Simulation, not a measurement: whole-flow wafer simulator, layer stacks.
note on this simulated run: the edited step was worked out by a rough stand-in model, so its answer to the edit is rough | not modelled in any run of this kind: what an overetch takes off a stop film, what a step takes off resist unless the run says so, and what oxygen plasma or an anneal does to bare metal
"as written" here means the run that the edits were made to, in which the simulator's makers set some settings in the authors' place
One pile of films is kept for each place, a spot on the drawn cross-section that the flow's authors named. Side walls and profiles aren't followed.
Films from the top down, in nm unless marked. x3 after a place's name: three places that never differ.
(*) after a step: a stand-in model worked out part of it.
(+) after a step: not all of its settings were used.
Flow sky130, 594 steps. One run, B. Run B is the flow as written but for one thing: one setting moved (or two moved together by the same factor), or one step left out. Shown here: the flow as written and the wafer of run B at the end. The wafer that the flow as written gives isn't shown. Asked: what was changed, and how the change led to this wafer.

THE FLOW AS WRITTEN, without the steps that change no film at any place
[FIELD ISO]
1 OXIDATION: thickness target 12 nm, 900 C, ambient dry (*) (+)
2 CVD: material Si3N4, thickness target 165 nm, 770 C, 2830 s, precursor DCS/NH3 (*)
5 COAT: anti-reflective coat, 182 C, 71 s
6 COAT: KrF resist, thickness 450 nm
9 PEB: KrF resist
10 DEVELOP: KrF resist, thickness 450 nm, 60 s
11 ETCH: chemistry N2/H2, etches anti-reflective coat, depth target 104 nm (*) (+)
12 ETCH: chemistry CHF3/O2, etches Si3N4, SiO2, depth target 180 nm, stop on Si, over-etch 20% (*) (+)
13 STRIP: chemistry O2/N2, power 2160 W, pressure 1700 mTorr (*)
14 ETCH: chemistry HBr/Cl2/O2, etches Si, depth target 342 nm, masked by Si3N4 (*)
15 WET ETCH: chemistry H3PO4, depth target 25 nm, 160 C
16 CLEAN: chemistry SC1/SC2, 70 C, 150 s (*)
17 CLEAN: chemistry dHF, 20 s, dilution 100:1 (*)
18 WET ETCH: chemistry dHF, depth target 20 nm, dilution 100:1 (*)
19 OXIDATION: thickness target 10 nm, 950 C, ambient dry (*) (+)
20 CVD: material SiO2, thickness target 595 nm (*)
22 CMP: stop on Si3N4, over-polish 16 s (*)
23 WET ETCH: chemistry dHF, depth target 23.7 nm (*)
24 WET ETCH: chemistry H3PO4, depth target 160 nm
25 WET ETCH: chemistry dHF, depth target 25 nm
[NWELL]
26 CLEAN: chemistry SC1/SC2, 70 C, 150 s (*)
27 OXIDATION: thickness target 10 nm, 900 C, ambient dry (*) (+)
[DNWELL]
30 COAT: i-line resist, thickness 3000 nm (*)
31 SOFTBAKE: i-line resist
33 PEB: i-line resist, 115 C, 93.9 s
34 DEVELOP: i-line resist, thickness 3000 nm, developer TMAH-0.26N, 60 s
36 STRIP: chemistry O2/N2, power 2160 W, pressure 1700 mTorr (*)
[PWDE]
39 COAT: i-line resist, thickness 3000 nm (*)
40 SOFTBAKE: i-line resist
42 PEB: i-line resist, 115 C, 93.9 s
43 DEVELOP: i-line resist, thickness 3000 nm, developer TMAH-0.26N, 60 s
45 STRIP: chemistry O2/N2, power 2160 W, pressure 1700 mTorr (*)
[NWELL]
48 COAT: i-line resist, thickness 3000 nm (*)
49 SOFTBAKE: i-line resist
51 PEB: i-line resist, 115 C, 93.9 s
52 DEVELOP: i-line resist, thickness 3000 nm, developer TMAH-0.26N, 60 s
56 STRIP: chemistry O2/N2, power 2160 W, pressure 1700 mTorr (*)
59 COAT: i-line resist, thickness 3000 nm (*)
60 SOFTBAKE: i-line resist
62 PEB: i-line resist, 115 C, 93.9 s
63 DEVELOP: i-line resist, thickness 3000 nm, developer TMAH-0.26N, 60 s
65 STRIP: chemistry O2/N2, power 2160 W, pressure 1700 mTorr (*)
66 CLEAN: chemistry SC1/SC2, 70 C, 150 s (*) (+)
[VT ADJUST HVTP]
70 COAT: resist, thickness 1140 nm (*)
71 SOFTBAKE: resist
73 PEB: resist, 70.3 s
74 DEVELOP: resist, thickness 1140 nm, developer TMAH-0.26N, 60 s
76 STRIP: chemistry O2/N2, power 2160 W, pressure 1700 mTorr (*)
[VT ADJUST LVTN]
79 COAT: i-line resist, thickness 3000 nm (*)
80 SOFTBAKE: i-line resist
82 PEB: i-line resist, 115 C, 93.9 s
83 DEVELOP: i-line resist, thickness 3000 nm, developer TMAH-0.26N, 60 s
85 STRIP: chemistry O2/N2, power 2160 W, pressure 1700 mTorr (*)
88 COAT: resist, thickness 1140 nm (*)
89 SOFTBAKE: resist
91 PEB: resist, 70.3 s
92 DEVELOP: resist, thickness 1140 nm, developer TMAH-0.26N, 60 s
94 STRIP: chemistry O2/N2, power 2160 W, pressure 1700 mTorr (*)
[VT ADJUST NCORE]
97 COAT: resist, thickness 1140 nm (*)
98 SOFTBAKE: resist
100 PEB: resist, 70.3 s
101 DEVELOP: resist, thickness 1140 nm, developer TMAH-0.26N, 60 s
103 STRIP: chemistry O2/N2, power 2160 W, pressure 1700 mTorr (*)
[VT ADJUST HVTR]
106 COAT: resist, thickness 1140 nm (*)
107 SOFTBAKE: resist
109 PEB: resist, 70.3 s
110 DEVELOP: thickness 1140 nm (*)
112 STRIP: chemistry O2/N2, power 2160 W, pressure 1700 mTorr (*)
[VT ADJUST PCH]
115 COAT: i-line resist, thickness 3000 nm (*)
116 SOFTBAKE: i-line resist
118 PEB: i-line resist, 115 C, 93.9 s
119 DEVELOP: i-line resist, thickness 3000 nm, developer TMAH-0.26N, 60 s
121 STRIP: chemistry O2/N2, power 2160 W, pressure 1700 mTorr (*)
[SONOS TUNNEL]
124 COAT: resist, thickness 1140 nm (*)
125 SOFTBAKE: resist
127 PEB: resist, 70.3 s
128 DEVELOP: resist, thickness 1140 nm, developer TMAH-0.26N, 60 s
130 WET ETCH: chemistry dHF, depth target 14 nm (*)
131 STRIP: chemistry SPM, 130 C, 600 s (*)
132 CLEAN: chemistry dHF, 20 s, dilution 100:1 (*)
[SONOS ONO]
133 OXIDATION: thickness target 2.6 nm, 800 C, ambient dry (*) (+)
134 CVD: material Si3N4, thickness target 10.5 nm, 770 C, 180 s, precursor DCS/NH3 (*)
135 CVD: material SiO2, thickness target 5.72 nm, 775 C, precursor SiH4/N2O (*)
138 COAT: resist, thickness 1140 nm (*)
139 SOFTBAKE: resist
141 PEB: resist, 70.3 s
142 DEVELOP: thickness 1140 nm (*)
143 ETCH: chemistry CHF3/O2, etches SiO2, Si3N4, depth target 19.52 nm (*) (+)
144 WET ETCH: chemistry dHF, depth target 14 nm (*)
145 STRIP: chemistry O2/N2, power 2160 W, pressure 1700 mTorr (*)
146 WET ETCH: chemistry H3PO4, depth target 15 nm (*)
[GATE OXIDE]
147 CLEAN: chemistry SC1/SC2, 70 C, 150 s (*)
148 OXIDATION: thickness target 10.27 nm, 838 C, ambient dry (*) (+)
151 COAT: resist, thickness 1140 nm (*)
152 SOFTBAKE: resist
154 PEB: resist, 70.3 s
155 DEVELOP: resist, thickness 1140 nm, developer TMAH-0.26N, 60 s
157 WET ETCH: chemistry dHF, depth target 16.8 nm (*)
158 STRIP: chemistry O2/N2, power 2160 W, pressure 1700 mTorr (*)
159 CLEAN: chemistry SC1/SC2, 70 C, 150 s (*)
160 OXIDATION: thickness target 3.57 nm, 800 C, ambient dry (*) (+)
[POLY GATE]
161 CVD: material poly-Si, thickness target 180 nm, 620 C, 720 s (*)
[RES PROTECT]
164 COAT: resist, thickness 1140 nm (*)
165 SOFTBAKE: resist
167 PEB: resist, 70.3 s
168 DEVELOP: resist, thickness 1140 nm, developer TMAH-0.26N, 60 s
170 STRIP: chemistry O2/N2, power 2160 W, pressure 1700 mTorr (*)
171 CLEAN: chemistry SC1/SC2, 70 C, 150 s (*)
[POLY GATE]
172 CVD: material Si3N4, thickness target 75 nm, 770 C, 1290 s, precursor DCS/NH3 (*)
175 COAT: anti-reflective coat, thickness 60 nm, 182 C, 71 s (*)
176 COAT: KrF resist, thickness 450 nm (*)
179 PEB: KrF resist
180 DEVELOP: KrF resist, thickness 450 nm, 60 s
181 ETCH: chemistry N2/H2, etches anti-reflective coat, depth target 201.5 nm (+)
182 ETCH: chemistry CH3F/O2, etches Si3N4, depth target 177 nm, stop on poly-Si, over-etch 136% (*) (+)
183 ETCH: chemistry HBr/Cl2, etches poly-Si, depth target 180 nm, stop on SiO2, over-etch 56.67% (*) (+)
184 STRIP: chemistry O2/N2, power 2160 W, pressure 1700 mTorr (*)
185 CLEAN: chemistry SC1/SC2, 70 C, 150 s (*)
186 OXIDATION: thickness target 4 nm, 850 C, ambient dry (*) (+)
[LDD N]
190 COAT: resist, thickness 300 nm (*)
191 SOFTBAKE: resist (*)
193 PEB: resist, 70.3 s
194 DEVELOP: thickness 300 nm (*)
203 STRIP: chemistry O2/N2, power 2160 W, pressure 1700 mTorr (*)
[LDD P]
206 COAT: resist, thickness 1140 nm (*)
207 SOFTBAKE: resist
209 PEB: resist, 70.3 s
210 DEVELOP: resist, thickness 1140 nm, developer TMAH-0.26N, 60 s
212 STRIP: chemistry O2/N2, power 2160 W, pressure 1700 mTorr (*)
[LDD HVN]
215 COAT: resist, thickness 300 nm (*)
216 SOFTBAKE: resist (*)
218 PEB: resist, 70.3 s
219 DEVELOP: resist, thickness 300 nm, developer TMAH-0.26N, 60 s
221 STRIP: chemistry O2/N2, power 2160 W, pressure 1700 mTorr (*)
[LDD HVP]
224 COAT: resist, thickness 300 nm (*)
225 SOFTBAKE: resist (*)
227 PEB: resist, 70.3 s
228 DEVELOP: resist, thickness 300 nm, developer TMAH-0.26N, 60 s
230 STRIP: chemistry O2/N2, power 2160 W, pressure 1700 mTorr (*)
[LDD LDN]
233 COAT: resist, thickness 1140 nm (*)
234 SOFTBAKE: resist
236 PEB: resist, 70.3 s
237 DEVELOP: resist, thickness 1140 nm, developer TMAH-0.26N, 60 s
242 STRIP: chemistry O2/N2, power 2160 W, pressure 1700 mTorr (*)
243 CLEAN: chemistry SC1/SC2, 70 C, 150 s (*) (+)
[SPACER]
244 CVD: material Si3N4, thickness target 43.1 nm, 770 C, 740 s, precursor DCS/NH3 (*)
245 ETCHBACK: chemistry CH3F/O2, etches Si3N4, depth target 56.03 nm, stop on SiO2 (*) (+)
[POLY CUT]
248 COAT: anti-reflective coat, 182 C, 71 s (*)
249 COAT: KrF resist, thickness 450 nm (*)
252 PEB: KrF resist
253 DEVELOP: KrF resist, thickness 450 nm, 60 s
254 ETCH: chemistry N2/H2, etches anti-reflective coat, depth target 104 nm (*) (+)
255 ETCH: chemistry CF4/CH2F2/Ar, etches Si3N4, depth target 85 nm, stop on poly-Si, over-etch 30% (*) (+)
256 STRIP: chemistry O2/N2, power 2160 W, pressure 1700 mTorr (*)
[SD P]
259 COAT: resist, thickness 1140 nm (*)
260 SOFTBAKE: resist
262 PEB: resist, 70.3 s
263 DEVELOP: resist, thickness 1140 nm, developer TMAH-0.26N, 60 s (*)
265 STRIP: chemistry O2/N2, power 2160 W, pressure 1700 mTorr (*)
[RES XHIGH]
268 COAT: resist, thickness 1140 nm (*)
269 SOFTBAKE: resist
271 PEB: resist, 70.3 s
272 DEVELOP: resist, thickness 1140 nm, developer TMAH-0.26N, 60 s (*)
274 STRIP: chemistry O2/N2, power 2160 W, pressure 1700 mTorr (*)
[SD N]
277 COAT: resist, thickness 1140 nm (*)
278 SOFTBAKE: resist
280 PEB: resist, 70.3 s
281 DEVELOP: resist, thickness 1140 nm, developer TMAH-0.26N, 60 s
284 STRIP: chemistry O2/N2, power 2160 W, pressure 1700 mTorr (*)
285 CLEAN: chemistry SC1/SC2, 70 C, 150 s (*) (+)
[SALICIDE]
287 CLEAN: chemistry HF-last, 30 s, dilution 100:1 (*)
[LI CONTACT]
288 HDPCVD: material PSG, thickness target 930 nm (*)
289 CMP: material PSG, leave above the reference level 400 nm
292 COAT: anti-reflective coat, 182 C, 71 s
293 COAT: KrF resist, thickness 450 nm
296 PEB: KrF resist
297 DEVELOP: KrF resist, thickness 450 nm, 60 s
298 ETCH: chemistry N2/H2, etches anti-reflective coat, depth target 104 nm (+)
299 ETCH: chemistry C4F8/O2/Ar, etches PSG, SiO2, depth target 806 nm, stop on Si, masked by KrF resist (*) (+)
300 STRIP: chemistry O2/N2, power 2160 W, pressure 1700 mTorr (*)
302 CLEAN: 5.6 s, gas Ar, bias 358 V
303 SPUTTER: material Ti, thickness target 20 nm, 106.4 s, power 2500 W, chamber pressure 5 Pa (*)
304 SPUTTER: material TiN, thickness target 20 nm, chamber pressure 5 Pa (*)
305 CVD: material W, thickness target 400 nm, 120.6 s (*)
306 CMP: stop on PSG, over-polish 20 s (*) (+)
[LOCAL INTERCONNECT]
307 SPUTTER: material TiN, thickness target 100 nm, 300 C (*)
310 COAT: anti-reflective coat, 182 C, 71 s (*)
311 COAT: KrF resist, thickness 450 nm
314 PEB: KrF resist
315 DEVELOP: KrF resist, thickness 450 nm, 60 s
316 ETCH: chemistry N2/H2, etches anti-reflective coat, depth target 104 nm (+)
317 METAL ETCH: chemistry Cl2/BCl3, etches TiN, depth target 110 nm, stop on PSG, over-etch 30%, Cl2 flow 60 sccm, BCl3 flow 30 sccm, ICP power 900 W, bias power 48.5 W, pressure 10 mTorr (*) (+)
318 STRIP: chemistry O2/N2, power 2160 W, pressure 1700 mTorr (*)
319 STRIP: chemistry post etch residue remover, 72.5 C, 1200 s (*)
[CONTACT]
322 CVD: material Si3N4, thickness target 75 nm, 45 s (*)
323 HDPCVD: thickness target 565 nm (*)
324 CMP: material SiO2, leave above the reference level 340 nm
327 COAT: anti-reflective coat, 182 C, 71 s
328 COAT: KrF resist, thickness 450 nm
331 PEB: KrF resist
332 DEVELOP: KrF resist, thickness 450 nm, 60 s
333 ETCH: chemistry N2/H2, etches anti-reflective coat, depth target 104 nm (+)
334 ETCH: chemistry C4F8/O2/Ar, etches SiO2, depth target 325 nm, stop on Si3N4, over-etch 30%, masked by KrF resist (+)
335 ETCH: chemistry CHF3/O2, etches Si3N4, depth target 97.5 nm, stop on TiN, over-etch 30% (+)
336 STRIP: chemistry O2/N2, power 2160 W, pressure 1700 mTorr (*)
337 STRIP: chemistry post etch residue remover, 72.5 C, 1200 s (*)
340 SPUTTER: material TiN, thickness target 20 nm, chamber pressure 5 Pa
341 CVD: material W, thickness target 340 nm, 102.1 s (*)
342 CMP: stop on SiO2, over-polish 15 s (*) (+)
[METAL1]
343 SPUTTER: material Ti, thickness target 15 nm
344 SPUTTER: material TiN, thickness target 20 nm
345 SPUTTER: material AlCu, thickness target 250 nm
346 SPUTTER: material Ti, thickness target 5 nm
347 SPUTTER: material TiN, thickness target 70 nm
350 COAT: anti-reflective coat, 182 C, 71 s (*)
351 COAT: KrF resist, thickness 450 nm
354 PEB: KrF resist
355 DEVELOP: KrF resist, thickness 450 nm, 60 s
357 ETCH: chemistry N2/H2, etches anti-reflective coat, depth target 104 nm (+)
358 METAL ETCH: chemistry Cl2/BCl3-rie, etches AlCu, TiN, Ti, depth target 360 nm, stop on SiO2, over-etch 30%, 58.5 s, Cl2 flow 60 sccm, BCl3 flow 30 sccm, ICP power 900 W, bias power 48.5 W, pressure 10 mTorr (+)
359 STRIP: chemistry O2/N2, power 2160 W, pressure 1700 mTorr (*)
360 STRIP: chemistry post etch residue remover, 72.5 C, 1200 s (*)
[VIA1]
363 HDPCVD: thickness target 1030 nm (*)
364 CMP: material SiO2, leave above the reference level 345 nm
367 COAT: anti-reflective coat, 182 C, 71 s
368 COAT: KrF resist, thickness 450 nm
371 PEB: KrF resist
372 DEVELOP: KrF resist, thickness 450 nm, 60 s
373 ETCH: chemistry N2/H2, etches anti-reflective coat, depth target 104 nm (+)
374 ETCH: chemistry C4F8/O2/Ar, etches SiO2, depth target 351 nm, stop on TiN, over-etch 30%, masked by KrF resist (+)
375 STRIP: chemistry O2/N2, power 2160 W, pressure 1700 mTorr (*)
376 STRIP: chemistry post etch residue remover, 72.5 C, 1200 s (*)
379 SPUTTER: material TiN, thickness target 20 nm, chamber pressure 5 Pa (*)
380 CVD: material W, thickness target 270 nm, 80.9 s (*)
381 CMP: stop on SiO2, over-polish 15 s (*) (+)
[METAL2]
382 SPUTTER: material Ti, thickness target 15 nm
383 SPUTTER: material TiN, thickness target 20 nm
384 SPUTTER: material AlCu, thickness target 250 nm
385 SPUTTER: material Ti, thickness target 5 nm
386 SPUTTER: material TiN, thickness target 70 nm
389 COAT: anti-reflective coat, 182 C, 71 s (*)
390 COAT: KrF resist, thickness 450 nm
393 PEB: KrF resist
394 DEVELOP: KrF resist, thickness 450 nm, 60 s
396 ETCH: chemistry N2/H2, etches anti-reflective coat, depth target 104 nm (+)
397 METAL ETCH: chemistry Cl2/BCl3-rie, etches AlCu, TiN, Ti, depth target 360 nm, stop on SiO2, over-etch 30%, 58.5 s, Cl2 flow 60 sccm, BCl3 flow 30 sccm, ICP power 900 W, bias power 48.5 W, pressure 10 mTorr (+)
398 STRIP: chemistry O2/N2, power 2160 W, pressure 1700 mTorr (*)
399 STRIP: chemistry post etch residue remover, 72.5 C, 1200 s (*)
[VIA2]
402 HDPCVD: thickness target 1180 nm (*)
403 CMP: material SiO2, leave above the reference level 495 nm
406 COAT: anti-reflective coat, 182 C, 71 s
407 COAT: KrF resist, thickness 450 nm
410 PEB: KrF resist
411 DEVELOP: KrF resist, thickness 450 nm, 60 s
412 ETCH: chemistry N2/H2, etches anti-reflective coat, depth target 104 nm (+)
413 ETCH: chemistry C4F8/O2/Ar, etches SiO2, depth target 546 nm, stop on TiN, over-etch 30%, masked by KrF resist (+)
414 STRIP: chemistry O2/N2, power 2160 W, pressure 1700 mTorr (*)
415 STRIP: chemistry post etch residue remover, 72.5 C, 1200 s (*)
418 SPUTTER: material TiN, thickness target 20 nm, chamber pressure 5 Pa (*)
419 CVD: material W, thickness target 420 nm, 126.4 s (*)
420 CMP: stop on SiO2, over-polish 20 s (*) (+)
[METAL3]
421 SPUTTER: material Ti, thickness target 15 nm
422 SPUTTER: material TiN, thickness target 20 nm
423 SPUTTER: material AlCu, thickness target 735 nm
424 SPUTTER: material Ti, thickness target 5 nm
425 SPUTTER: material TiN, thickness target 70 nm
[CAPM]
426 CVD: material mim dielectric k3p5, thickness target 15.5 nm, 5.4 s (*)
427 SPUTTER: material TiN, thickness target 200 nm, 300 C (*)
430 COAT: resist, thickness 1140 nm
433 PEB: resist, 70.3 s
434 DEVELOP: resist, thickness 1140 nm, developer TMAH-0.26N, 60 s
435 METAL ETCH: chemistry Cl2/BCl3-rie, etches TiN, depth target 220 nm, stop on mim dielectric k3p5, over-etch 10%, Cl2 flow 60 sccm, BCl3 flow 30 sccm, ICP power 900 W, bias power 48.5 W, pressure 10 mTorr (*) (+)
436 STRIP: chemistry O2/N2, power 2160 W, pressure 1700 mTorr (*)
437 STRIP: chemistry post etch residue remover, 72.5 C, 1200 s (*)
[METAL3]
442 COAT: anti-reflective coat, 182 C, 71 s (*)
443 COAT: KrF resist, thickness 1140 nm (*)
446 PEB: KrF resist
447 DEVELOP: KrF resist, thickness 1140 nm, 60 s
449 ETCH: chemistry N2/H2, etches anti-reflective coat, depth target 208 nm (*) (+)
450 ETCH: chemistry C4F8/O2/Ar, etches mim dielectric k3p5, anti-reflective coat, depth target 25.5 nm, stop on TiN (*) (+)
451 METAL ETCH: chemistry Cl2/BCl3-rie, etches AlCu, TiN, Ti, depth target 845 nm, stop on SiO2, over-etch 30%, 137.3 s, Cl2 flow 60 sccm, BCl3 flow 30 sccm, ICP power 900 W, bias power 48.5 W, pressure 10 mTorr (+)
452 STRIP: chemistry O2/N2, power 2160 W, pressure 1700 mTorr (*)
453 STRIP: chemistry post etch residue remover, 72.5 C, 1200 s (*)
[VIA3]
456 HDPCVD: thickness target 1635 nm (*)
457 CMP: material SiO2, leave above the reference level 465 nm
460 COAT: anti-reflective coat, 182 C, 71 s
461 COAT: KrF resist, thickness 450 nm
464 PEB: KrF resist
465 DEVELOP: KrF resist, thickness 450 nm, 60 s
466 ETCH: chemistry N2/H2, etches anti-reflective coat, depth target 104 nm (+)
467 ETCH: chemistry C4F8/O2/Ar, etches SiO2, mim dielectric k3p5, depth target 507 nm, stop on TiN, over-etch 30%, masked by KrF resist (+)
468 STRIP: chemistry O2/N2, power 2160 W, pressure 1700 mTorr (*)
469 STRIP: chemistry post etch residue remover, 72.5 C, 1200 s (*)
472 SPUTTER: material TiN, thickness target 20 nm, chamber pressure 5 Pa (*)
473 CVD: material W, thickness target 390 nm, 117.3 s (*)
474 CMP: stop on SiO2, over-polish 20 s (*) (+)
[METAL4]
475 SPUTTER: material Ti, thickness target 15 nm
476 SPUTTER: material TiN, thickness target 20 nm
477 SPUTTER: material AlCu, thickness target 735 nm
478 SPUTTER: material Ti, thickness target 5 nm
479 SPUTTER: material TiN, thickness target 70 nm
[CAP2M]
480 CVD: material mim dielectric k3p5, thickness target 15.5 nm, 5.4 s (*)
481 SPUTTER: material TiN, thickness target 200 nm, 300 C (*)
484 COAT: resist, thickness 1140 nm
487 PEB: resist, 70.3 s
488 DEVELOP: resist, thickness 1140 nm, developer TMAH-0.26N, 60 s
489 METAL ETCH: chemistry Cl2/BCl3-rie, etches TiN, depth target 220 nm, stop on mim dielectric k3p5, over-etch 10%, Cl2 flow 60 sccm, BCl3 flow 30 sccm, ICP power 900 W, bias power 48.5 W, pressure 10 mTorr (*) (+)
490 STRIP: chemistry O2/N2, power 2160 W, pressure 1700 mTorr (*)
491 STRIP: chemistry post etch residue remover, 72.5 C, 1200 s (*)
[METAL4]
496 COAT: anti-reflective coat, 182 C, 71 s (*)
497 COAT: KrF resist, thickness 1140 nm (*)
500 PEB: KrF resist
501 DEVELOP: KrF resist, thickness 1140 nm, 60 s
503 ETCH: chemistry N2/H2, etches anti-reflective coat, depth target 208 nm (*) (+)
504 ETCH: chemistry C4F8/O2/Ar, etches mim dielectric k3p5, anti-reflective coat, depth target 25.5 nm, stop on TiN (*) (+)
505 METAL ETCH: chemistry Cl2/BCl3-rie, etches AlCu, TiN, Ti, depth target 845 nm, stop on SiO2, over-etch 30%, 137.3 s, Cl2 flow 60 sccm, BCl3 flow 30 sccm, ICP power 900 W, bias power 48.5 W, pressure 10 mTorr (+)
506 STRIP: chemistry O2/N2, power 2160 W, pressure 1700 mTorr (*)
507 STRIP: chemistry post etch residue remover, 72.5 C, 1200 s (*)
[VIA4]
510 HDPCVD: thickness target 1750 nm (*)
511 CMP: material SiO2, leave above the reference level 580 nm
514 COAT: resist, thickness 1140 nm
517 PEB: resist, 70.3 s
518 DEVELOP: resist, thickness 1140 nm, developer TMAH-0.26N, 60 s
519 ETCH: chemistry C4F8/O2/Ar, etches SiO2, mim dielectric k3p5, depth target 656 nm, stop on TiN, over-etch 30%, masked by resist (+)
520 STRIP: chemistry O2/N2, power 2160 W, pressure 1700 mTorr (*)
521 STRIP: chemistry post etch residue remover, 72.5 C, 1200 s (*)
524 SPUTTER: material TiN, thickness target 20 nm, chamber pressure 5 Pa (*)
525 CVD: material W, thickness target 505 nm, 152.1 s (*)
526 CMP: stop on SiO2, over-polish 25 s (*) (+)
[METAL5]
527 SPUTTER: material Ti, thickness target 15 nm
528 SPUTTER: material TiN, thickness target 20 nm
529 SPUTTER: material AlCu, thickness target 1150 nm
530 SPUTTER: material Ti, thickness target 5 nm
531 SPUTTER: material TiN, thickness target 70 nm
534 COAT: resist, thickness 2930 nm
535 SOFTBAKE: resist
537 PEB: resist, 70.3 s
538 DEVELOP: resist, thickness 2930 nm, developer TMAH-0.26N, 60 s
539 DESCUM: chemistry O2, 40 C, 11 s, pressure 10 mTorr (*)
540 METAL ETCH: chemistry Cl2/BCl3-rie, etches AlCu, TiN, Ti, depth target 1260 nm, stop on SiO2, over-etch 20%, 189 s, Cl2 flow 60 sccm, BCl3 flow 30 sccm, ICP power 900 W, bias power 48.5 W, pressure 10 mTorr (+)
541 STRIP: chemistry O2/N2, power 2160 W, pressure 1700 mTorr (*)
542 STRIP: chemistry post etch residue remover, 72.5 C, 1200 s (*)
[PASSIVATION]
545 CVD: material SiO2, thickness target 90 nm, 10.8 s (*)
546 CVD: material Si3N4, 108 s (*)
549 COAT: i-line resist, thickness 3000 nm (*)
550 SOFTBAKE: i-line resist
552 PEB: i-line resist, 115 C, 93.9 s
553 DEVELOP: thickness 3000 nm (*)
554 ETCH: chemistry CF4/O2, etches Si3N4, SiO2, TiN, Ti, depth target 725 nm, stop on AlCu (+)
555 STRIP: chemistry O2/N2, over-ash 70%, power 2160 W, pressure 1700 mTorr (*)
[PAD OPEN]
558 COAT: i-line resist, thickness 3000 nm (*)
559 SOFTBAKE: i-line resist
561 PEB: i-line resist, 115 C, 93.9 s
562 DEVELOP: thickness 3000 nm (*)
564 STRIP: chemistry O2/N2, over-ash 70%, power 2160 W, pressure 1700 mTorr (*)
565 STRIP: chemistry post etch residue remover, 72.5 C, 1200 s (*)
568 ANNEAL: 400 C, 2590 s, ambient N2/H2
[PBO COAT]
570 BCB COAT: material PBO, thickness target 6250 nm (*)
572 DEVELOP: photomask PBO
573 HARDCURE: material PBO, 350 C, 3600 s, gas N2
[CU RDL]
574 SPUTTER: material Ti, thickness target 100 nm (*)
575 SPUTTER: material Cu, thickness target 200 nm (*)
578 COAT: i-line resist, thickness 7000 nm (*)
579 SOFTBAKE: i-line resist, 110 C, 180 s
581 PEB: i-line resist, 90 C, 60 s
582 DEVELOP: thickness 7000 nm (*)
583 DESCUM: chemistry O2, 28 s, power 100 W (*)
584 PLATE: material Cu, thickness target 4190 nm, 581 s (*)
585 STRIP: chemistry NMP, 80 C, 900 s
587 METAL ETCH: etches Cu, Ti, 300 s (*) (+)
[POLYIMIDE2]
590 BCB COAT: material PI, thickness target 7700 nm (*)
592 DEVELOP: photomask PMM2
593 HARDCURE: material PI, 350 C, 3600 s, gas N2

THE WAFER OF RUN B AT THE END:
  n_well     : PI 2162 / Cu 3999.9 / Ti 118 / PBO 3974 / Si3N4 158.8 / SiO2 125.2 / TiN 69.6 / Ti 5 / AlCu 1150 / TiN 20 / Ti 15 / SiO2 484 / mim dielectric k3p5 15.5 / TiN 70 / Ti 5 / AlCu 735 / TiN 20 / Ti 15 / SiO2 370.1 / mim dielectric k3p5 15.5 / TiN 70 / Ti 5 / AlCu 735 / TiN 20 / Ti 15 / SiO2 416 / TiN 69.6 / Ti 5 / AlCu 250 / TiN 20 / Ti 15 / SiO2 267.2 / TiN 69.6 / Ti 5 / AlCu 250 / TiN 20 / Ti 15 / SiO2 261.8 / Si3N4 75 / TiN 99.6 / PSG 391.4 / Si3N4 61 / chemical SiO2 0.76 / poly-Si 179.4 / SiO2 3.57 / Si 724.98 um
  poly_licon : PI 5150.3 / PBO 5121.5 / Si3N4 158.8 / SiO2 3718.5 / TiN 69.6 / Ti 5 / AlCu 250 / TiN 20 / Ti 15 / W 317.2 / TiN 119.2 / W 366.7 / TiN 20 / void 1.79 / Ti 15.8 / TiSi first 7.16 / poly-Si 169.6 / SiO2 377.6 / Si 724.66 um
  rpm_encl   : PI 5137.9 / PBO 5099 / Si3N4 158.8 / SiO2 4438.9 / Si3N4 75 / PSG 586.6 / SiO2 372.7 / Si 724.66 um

The cause: step 574, SPUTTER: thickness target 118 nm was run, where the flow has thickness target 100 nm.
It can be read off the wafer: n_well has Ti 118, and step 574 as written asks for 100 nm.

How the change led to this, step by step:
  574 SPUTTER: material Ti, thickness target 100 nm (*)
      field, active, n_well and 190 more: Ti +118 (new film) (as written it would be: Ti +100 (new film))
  587 METAL ETCH: etches Cu, Ti, 300 s (*) (+)
      field, active, gate and 167 more: Cu -200 (all of it), Ti -118 (all of it) (as written it would be: Cu -200 (all of it), Ti -100 (all of it))
  590 BCB COAT: material PI, thickness target 7700 nm (*)
      de16_gate_nw: PI +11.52 um (new film) (as written it would be: PI +11.5 um (new film))
